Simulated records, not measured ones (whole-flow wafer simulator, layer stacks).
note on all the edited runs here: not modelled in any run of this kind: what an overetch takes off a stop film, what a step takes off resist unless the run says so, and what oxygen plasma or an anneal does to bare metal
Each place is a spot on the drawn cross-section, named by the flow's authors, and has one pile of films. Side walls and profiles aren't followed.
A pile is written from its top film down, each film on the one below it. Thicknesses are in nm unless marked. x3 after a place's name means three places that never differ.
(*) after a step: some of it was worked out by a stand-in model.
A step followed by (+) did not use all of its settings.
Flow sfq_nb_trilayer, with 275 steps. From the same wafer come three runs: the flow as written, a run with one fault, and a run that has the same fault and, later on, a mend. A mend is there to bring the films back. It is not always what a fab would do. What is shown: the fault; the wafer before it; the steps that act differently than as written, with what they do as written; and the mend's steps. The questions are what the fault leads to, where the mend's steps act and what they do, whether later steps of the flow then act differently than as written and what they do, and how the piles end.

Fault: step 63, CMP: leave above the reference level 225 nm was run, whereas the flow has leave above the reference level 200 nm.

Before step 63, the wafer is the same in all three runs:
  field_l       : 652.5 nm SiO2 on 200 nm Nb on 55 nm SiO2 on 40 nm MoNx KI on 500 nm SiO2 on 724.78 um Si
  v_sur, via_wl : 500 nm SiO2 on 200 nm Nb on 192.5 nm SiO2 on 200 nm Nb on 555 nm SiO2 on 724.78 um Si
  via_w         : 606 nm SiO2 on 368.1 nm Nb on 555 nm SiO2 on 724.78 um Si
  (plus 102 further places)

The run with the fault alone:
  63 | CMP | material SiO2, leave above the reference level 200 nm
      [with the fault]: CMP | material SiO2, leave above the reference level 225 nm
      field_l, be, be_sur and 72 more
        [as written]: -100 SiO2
        [with the fault]: -75 SiO2
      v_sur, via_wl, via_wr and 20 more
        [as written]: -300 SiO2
        [with the fault]: -275 SiO2
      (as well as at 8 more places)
  Steps later in the flow that act otherwise than as written (3 other steps are not shown; they differ only slightly, by no more than 2% or 0.5 nm, whichever is larger):
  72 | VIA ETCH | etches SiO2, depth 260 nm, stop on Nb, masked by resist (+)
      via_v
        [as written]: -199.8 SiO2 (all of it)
        [with the fault]: -224.8 SiO2 (all of it)
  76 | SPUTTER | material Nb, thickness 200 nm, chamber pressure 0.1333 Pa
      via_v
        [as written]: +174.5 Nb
        [with the fault]: +169.9 Nb
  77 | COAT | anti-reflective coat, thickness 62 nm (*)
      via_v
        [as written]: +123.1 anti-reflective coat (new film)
        [with the fault]: +128.4 anti-reflective coat (new film)
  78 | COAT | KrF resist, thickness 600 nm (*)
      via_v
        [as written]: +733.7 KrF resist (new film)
        [with the fault]: +754 KrF resist (new film)
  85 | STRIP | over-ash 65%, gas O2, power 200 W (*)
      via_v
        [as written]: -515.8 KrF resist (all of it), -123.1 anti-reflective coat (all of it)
        [with the fault]: -536 KrF resist (all of it), -128.4 anti-reflective coat (all of it)
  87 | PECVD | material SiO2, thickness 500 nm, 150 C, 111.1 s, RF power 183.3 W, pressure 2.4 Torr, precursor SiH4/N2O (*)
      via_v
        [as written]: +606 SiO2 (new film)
        [with the fault]: +635.7 SiO2 (new film)
  At v_sur, via_wl, via_w and 29 more, the piles at the end differ from the flow's by more than 2% or 0.5 nm, whichever is larger.
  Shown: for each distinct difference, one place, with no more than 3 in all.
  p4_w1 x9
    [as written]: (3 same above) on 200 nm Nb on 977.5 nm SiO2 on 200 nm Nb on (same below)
    [with the fault]: (3 same above) on 200 nm Nb on 1002.5 nm SiO2 on 200 nm Nb on (same below)
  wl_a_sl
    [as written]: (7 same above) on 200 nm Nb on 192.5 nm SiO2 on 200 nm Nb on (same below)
    [with the fault]: (7 same above) on 200 nm Nb on 217.5 nm SiO2 on 200 nm Nb on (same below)
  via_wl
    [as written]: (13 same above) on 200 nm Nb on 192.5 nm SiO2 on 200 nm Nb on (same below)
    [with the fault]: (13 same above) on 200 nm Nb on 217.5 nm SiO2 on 200 nm Nb on (same below)

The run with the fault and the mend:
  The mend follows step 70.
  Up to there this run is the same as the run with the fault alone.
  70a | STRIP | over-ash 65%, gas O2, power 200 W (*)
      field_l, v_sur, via_wl and 102 more
        -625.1 KrF resist (all of it), -62 anti-reflective coat (all of it)
      via_v
        -62 anti-reflective coat (all of it)
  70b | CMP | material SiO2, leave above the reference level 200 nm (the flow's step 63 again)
      field_l, v_sur, via_wl and 103 more
        -25 SiO2
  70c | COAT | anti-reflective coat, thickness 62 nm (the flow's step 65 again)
      field_l, v_sur, via_wl and 103 more
        +62 anti-reflective coat (new film)
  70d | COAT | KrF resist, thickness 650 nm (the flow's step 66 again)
      field_l, v_sur, via_wl and 103 more
        +650 KrF resist (new film)
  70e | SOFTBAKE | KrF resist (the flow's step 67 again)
      alters no film at any place that is followed
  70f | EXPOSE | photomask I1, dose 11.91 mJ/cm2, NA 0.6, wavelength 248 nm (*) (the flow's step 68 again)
      alters no film at any place that is followed
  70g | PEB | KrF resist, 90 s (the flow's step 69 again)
      field_l, v_sur, via_wl and 103 more
        -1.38 KrF resist
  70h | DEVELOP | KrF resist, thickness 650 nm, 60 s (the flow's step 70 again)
      field_l, v_sur, via_wl and 102 more
        -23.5 KrF resist
      via_v
        -648.6 KrF resist (all of it)
  None of the later steps of the flow acts differently than as written at any place that is followed.
  By the end, the piles equal the flow's at every place that both follow.
